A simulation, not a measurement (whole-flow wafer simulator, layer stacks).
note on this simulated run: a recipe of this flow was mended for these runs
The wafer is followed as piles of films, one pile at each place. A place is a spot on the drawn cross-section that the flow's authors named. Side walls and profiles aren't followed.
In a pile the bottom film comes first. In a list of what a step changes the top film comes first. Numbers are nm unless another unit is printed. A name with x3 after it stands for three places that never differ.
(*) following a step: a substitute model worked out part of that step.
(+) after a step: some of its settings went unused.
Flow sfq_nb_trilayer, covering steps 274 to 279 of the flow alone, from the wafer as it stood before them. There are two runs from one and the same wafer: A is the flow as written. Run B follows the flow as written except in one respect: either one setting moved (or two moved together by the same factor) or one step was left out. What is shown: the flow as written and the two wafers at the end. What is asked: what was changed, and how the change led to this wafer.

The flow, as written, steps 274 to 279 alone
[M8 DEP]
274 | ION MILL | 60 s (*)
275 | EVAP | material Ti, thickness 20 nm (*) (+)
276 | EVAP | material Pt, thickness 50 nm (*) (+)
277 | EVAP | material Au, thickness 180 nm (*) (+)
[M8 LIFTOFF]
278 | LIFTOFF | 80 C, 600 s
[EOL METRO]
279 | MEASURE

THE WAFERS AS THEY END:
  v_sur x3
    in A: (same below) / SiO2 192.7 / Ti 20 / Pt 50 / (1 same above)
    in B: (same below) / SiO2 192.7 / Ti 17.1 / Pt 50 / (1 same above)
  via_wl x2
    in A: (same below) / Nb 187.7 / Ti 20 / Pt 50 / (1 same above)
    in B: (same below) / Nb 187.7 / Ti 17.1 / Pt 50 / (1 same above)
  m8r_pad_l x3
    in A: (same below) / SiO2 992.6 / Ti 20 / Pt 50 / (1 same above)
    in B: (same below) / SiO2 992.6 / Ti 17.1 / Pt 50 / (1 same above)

Cause: step 275, EVAP: thickness 17.1 nm was run, though the flow has thickness 20 nm.
The wafer itself shows it: v_sur x3 has Ti 17.1, and step 275 as written asks for 20 nm.

Step by step, how the change led to this:
  275 | EVAP | material Ti, thickness 20 nm (*) (+)
      field_l, v_sur x3, via_wl x2 and 100 more: A Ti gains 20 (new film) | B Ti gains 17.1 (new film)
  278 | LIFTOFF | 80 C, 600 s
      p4_fl x5, p4_w1 x9, p3_s0 x11 and 49 more: A Au loses 180 (all of it), Pt loses 50 (all of it), Ti loses 20 (all of it), KrF-resist-other-grade loses 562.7 (all of it), lift-off-underlayer loses 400 (all of it) | B Au loses 180 (all of it), Pt loses 50 (all of it), Ti loses 17.1 (all of it), KrF-resist-other-grade loses 562.7 (all of it), lift-off-underlayer loses 400 (all of it)
      r_sur, res, r_end: A Au loses 180 (all of it), Pt loses 50 (all of it), Ti loses 20 (all of it), KrF-resist-other-grade loses 559.9 (all of it), lift-off-underlayer loses 399.5 (all of it) | B Au loses 180 (all of it), Pt loses 50 (all of it), Ti loses 17.1 (all of it), KrF-resist-other-grade loses 559.9 (all of it), lift-off-underlayer loses 399.5 (all of it)
      (also at 18 further places)
